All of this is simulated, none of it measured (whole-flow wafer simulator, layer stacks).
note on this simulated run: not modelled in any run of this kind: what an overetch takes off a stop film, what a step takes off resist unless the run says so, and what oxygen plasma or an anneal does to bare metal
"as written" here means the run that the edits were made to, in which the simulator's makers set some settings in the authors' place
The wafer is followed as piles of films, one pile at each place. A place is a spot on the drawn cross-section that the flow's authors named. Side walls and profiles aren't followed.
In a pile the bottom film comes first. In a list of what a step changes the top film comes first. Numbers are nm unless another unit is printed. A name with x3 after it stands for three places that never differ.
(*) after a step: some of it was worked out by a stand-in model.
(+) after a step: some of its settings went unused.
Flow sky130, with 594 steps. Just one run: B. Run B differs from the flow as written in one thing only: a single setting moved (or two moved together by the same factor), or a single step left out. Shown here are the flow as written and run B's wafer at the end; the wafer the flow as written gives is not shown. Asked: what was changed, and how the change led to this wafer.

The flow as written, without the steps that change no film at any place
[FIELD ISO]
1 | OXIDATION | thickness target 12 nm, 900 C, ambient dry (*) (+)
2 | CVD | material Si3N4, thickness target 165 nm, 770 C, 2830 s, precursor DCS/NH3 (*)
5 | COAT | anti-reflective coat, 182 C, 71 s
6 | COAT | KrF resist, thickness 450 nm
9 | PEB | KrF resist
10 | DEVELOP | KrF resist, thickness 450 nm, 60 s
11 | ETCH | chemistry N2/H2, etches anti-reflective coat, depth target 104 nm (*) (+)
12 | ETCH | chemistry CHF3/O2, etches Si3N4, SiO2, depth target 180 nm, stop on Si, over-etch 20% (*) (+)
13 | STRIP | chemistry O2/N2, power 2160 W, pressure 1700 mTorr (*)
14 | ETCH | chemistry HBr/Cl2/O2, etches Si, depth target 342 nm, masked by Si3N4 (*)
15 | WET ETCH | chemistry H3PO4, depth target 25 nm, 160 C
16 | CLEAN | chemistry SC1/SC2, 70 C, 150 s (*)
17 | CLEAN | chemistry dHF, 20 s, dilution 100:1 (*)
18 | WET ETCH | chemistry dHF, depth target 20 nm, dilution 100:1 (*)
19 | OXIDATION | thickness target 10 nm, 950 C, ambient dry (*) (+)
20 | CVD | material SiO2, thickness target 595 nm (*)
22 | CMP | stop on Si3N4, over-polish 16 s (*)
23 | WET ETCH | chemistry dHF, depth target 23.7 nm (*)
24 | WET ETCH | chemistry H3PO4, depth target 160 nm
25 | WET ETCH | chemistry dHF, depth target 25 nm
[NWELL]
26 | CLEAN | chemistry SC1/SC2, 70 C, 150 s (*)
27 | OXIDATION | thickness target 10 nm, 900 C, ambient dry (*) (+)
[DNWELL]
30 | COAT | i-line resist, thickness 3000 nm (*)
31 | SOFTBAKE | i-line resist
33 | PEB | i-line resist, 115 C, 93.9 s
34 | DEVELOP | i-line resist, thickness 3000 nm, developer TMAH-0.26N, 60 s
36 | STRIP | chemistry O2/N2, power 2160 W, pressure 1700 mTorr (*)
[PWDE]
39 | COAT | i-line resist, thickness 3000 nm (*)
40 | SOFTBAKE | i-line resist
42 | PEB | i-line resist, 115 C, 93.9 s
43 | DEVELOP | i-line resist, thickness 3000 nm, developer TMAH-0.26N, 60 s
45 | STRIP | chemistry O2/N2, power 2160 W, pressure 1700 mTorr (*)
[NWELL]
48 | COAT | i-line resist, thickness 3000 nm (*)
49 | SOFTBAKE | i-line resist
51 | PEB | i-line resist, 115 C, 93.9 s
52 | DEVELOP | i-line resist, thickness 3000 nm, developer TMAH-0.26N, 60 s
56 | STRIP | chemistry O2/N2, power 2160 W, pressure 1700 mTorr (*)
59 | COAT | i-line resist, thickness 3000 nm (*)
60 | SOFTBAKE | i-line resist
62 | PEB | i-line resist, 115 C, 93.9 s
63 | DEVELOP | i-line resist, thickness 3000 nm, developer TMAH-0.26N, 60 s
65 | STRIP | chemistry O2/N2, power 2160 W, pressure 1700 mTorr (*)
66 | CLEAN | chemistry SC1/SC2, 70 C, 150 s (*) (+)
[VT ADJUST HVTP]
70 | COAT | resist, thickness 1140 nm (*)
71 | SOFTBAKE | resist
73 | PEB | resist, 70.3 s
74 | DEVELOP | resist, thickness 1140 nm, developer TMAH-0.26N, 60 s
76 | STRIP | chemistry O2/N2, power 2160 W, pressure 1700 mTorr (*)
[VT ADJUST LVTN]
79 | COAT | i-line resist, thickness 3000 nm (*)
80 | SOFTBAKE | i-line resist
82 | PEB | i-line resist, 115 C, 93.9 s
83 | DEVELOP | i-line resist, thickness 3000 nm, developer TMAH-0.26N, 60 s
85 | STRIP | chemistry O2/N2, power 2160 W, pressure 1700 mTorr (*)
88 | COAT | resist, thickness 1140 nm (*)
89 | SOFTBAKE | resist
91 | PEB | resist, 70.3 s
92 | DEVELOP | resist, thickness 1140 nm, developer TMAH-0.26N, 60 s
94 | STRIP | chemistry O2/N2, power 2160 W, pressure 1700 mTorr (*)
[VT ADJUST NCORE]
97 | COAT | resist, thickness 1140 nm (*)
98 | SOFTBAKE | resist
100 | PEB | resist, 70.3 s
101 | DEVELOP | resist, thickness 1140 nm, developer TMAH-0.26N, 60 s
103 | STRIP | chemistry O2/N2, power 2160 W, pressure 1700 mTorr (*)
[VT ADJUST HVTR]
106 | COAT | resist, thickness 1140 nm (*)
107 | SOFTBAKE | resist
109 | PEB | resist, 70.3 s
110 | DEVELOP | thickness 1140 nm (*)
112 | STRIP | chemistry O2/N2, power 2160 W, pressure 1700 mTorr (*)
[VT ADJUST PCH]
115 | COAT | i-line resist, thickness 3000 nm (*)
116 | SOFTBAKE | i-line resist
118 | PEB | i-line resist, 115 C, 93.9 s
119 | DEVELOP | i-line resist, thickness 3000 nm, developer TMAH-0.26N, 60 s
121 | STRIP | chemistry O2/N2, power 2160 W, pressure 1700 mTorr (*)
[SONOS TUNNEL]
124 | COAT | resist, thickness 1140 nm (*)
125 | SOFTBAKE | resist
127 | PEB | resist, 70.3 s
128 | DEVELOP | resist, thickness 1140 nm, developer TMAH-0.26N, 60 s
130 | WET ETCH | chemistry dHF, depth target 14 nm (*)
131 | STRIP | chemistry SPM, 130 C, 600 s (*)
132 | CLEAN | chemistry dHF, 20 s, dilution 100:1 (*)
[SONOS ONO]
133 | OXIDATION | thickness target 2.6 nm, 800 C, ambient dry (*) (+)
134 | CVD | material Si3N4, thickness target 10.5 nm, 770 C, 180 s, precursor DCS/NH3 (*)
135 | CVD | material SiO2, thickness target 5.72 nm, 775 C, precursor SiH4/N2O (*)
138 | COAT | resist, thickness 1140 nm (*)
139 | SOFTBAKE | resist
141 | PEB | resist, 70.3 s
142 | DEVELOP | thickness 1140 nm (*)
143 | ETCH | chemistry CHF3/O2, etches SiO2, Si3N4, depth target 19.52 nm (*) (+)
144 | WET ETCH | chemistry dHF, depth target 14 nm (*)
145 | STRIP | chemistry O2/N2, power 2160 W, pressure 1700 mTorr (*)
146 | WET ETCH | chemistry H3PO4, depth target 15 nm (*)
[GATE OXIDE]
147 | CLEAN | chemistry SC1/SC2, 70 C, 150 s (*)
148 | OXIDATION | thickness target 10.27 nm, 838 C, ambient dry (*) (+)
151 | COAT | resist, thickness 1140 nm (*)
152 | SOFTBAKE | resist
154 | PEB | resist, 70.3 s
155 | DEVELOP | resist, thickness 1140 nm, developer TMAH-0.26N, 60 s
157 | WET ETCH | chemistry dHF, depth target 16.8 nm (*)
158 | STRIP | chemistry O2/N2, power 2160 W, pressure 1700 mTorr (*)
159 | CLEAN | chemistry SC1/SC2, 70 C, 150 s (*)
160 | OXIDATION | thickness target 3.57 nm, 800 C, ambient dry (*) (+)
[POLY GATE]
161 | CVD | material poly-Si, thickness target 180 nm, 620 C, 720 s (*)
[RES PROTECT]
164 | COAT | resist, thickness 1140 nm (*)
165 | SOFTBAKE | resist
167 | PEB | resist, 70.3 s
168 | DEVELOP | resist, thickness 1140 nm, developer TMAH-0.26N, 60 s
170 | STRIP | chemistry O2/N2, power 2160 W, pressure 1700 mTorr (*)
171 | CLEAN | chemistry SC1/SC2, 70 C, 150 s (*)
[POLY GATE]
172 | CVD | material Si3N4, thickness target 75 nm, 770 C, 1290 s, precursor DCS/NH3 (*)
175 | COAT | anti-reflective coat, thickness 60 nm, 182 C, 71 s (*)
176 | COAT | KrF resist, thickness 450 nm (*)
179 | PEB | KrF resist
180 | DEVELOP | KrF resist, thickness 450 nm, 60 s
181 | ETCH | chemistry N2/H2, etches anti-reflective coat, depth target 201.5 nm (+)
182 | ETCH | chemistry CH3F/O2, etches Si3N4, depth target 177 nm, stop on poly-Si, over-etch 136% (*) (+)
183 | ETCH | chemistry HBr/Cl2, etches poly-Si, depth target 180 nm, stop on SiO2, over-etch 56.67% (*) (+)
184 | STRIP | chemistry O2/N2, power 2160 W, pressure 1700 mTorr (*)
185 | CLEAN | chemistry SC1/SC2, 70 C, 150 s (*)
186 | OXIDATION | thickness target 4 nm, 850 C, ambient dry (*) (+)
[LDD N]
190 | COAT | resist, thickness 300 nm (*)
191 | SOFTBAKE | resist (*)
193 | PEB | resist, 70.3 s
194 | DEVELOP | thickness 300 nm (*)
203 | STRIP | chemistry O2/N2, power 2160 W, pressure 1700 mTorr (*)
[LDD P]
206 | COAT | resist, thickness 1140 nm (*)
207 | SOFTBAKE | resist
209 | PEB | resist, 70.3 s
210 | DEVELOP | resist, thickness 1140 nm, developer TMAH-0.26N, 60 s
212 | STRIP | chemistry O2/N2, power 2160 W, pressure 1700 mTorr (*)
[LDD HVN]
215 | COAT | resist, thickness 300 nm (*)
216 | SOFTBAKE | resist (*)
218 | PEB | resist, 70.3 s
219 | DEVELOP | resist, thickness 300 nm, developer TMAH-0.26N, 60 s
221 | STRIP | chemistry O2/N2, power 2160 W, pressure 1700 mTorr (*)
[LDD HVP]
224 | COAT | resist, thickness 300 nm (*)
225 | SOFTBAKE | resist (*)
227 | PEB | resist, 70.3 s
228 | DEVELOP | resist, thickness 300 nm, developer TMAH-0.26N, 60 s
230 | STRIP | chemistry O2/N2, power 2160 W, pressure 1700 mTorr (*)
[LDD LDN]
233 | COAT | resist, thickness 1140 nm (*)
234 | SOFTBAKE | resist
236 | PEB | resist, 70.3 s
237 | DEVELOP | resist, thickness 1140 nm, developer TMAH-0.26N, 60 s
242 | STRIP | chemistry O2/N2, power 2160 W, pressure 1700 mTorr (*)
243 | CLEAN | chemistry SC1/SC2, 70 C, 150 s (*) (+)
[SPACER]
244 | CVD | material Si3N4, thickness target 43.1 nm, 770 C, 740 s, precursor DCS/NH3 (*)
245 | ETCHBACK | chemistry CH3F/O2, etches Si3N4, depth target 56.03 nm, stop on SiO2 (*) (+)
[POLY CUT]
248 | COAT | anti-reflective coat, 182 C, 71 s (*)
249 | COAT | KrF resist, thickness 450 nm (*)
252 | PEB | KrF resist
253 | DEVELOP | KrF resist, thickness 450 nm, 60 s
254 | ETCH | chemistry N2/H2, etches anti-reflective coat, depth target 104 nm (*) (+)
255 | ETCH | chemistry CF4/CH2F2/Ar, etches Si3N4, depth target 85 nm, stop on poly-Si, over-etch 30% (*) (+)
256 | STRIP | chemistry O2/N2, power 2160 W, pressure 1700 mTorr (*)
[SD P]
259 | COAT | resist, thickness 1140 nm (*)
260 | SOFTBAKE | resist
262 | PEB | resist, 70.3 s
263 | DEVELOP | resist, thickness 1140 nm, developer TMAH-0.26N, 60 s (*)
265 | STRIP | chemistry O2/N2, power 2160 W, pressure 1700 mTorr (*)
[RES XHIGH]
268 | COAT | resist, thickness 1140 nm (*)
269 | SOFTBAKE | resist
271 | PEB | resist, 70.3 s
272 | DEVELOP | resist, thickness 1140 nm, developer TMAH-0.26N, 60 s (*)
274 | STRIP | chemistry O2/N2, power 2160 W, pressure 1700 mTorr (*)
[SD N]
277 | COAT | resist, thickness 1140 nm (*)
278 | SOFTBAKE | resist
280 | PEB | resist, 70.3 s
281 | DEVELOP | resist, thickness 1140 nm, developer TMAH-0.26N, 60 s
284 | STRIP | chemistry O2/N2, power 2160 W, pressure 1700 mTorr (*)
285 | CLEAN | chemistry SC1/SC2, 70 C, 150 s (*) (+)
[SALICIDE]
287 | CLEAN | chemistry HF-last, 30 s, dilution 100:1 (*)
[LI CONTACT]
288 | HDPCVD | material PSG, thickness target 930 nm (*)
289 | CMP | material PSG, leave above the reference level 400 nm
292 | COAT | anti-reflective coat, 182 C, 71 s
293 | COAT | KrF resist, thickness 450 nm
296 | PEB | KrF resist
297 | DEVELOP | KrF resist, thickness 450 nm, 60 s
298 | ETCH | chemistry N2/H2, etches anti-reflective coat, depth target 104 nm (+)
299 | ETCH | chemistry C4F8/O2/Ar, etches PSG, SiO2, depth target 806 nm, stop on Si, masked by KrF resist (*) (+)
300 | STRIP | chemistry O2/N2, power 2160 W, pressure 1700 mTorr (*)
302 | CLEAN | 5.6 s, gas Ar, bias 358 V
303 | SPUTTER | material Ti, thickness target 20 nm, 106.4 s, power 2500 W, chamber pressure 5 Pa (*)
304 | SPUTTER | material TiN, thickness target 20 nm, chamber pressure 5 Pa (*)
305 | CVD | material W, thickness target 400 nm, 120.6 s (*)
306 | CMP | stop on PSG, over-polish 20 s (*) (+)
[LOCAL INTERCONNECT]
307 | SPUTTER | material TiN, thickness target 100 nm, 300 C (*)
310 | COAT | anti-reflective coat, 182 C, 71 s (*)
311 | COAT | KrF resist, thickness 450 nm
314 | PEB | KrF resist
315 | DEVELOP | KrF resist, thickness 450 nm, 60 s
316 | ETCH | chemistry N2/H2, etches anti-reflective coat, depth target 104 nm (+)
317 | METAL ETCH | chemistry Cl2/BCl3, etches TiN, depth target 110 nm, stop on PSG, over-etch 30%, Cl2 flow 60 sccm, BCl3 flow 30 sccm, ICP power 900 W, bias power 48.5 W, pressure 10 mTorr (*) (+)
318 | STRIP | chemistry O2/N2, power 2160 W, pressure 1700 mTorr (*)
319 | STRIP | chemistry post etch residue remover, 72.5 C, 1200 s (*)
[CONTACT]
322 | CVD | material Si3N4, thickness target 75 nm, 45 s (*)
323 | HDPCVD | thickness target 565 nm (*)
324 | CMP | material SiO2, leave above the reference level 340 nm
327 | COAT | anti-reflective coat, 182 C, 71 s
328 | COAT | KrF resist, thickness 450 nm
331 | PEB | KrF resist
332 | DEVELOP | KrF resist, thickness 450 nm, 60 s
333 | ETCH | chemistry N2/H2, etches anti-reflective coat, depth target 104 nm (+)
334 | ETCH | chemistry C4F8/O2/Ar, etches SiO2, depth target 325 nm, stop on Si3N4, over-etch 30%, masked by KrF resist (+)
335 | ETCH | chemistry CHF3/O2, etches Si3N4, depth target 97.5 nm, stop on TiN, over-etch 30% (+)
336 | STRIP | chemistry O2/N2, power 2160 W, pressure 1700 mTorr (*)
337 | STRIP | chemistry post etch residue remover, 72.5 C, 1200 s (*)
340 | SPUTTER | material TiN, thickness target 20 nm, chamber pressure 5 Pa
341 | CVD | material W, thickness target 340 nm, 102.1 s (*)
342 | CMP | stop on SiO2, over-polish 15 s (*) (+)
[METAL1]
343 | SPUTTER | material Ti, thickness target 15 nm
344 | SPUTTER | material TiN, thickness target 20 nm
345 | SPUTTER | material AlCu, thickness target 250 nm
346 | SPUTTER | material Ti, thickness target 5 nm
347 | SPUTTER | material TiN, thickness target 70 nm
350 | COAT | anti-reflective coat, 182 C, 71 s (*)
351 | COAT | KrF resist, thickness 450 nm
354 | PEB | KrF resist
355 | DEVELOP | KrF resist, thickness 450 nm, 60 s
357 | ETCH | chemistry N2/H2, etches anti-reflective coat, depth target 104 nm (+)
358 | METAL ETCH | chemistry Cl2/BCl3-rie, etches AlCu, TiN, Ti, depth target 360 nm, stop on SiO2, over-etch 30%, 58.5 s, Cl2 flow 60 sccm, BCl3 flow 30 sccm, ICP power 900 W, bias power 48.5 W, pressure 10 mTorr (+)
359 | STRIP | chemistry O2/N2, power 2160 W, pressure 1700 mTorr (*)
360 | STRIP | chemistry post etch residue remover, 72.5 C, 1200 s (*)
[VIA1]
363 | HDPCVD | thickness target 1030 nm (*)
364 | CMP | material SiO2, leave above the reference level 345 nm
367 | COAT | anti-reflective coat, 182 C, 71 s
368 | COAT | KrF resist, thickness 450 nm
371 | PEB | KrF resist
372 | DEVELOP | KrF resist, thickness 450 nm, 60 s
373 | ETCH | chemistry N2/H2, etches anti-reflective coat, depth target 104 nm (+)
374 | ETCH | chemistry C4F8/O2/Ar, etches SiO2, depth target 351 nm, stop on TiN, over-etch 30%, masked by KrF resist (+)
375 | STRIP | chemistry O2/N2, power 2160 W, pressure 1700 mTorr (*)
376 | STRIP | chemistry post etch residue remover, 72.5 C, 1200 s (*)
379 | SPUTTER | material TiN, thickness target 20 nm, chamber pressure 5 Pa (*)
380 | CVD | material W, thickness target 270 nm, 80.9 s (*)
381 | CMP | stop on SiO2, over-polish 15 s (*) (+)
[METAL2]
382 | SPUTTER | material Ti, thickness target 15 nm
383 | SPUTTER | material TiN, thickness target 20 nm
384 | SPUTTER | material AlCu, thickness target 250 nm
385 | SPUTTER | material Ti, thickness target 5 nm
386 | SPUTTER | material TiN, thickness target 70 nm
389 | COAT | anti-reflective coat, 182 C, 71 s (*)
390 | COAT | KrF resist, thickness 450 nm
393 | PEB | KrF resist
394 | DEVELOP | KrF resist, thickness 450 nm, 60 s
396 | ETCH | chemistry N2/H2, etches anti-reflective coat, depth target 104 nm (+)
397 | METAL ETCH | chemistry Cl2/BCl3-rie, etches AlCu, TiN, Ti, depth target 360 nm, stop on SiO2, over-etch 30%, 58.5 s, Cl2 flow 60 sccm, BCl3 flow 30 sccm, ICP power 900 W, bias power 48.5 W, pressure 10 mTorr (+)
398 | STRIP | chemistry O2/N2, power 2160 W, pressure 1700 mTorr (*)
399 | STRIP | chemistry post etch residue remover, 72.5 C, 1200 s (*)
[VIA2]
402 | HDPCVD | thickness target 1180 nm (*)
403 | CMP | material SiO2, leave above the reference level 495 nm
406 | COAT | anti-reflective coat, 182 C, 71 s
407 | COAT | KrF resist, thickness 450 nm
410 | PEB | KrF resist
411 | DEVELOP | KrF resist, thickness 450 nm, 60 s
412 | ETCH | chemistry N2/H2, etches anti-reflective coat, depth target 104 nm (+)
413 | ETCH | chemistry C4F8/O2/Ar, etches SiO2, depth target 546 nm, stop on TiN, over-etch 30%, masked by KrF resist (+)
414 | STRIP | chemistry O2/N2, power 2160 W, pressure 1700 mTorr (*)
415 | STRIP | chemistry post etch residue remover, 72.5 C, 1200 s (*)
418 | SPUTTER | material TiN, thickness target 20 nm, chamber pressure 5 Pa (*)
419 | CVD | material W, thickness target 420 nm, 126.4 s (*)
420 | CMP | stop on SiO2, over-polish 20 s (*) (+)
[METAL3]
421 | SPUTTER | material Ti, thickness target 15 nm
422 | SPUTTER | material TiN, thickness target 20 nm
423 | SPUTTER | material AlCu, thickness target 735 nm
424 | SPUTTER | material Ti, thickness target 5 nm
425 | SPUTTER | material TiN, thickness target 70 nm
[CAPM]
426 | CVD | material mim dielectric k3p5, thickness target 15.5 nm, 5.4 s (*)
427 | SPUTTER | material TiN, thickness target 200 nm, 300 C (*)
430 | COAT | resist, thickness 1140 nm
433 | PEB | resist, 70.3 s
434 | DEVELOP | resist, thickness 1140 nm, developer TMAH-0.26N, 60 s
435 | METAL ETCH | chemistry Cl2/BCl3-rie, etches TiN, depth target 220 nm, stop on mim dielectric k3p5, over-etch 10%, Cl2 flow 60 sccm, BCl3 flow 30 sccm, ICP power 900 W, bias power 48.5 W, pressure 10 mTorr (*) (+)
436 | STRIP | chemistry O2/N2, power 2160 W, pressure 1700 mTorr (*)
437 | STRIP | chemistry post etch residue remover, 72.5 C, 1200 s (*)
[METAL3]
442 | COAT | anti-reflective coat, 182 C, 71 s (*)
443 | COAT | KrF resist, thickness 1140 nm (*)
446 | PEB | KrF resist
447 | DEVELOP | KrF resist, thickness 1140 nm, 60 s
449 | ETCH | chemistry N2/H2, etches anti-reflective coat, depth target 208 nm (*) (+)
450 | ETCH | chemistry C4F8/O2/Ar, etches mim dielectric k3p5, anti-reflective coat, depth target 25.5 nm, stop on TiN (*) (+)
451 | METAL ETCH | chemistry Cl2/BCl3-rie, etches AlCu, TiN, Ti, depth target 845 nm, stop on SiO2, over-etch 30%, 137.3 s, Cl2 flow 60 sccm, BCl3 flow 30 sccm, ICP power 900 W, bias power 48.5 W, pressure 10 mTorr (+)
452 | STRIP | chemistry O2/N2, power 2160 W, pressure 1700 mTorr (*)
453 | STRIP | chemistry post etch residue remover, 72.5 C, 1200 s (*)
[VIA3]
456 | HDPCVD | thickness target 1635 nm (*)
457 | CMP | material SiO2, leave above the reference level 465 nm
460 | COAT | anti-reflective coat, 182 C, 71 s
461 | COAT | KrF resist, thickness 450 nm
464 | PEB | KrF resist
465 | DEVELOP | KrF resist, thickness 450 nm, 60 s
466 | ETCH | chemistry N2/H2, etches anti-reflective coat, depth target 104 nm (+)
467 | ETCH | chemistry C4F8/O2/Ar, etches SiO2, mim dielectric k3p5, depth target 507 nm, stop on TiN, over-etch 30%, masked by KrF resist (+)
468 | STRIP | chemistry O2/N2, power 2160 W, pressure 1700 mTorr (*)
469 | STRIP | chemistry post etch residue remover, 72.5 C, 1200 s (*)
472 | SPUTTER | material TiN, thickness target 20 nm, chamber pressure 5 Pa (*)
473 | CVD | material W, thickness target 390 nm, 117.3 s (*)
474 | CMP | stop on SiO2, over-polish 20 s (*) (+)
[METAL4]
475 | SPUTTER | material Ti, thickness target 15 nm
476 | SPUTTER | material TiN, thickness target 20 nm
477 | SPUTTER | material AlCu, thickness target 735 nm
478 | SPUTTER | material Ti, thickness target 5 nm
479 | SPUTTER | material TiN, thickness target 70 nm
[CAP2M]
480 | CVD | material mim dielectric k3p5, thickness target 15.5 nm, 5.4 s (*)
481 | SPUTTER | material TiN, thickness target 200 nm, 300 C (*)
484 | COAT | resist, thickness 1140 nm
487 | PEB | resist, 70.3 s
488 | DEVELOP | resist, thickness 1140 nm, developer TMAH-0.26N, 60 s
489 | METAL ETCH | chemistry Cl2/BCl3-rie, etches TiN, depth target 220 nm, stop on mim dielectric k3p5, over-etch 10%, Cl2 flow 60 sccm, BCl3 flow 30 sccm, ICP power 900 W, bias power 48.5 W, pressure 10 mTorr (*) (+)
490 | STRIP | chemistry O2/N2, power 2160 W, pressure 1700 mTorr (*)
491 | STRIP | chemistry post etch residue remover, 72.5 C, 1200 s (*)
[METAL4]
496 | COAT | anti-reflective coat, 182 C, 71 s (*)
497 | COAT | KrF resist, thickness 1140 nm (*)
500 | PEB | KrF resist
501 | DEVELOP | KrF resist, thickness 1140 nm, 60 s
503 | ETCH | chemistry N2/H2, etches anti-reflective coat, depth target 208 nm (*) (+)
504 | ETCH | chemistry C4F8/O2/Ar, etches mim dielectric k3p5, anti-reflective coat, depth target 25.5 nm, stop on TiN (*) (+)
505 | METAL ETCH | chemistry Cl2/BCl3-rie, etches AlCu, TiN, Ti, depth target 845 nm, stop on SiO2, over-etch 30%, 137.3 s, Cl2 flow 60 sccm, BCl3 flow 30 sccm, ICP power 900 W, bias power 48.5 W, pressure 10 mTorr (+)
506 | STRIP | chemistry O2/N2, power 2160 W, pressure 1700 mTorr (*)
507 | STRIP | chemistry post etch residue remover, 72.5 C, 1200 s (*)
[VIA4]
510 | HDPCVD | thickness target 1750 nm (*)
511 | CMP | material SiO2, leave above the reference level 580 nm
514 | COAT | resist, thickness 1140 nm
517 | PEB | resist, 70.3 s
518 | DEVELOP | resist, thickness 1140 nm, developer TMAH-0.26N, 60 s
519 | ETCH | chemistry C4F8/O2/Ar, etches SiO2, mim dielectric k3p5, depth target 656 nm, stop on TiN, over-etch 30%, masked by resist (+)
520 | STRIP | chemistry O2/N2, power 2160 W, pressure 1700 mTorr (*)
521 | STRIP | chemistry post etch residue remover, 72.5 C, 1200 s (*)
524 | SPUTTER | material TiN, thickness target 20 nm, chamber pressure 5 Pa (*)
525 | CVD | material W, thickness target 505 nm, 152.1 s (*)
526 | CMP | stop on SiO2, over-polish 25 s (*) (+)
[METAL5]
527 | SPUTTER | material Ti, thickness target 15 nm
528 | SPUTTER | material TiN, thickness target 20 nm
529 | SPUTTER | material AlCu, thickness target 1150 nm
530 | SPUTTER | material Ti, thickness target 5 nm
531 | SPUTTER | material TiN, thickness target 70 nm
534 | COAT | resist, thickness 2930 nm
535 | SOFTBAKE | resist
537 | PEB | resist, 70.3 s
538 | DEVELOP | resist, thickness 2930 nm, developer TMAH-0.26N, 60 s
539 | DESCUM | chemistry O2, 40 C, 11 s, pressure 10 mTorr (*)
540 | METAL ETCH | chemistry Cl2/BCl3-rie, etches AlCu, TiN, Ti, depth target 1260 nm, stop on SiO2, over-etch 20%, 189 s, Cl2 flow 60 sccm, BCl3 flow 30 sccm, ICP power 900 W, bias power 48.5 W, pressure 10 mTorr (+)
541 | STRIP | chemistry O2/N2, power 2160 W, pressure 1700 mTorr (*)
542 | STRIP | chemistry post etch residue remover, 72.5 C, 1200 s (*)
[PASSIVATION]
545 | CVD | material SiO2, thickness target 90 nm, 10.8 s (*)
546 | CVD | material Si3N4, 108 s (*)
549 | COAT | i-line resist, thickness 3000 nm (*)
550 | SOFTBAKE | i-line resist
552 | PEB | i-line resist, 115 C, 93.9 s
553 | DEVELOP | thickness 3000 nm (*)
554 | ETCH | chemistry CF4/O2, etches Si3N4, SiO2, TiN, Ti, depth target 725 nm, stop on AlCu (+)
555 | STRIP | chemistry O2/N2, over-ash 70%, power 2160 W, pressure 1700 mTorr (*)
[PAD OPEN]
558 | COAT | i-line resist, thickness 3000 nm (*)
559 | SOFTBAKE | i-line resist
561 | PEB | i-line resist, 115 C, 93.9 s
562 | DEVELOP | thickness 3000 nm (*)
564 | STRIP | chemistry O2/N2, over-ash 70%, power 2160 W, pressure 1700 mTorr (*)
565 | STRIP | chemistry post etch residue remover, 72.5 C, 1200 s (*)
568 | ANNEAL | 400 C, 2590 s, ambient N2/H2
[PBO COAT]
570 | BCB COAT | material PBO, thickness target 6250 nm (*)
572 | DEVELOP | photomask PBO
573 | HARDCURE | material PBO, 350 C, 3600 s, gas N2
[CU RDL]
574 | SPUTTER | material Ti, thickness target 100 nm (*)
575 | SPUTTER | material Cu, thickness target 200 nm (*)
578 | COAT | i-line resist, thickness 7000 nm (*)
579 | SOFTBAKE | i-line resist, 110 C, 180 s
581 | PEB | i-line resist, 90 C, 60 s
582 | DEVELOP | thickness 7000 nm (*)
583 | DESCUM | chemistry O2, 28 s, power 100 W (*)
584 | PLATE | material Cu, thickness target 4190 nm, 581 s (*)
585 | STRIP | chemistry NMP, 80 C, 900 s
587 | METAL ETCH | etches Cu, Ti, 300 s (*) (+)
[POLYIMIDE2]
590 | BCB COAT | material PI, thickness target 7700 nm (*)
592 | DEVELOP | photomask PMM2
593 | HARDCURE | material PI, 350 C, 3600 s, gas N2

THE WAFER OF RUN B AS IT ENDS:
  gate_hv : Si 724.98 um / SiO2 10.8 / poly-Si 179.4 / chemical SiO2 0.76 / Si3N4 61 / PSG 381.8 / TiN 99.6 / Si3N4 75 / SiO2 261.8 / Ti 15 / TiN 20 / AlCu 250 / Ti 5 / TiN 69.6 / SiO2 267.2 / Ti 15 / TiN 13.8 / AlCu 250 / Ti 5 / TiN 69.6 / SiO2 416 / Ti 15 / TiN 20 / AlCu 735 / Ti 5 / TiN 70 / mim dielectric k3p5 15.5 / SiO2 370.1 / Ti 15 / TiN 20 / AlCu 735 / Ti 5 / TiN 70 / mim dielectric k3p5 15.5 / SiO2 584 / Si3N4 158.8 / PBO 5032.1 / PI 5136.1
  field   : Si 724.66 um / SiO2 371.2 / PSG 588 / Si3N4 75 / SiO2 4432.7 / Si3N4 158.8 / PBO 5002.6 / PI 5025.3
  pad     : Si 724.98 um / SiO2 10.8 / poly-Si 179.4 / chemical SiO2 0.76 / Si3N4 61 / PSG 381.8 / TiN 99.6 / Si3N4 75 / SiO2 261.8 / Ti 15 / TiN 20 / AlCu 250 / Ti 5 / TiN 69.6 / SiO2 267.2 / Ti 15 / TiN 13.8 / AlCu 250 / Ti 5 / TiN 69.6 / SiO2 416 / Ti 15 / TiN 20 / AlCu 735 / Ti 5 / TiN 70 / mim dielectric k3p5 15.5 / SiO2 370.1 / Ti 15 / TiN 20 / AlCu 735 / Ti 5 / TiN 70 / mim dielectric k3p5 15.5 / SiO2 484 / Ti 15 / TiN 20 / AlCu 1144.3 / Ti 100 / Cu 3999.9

The reason: step 383, SPUTTER: thickness target 13.8 nm was run, though the flow has thickness target 20 nm.
One can read it off the wafer: gate_hv has TiN 13.8, and step 383 as written asks for 20 nm.

The path from the change to this, step by step:
  383 | SPUTTER | material TiN, thickness target 20 nm
      field, active, n_well and 188 more: +13.8 TiN (new film) (in the flow as written it would be: +20 TiN (new film))
  397 | METAL ETCH | chemistry Cl2/BCl3-rie, etches AlCu, TiN, Ti, depth target 360 nm, stop on SiO2, over-etch 30%, 58.5 s, Cl2 flow 60 sccm, BCl3 flow 30 sccm, ICP power 900 W, bias power 48.5 W, pressure 10 mTorr (+)
      field, active, gate and 82 more: -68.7 TiN (all of it), -5 Ti (all of it), -250 AlCu (all of it), -13.8 TiN (all of it), -15 Ti (all of it), -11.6 SiO2 (in the flow as written it would be: -68.7 TiN (all of it), -5 Ti (all of it), -250 AlCu (all of it), -20 TiN (all of it), -15 Ti (all of it), -10.9 SiO2)
